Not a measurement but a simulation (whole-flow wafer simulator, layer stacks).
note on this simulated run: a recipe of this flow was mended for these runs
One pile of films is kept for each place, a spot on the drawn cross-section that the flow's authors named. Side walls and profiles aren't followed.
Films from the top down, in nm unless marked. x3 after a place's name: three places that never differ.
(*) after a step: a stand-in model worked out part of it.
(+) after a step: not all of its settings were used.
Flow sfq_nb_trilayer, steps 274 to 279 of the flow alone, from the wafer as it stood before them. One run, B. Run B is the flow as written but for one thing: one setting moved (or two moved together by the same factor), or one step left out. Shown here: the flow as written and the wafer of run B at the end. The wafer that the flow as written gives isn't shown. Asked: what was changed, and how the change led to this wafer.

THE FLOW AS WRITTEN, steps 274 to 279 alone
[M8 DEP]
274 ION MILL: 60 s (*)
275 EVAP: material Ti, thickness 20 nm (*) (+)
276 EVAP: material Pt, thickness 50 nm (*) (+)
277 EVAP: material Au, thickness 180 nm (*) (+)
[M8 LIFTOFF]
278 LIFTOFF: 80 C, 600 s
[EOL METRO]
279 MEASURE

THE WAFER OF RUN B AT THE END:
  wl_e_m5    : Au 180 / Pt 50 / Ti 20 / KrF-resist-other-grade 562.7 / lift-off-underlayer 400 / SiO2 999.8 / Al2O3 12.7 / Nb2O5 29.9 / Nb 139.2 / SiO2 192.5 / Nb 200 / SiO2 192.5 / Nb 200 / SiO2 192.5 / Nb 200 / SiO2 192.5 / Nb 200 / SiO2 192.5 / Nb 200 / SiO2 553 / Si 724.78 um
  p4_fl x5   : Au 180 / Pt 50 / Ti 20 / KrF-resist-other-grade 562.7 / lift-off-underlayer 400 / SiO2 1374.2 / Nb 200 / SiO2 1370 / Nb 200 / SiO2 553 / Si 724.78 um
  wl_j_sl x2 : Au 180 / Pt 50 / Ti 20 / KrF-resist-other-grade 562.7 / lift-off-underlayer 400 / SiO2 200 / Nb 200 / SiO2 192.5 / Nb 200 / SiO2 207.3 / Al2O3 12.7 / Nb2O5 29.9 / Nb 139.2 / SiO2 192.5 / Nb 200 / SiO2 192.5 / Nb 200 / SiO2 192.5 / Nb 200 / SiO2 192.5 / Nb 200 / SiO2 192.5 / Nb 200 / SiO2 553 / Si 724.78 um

The cause: step 278, LIFTOFF: 80 C, 600 s, was left out.

How the change led to this, step by step:
  (no step that both runs have acts differently)
Counting metal films that touch as one body, wl_e_m5 has 7 bodies (between them, from the top down: KrF-resist-other-grade 562.7 / lift-off-underlayer 400 / SiO2 999.8 / Al2O3 12.7 / Nb2O5 29.9; SiO2 192.5; SiO2 192.5; SiO2 192.5; SiO2 192.5; SiO2 192.5); the flow as written gives 6 bodies (between them, from the top down: SiO2 192.5; SiO2 192.5; SiO2 192.5; SiO2 192.5; SiO2 192.5).
Counting metal films that touch as one body, p4_fl x5 has 3 bodies (between them, from the top down: KrF-resist-other-grade 562.7 / lift-off-underlayer 400 / SiO2 1374.2; SiO2 1370); the flow as written gives 2 bodies (between them, from the top down: SiO2 1370).
Counting metal films that touch as one body, wl_j_sl x2 has 9 bodies (between them, from the top down: KrF-resist-other-grade 562.7 / lift-off-underlayer 400 / SiO2 200; SiO2 192.5; SiO2 207.3 / Al2O3 12.7 / Nb2O5 29.9; SiO2 192.5; SiO2 192.5; SiO2 192.5; SiO2 192.5; SiO2 192.5); the flow as written gives 8 bodies (between them, from the top down: SiO2 192.5; SiO2 207.3 / Al2O3 12.7 / Nb2O5 29.9; SiO2 192.5; SiO2 192.5; SiO2 192.5; SiO2 192.5; SiO2 192.5).
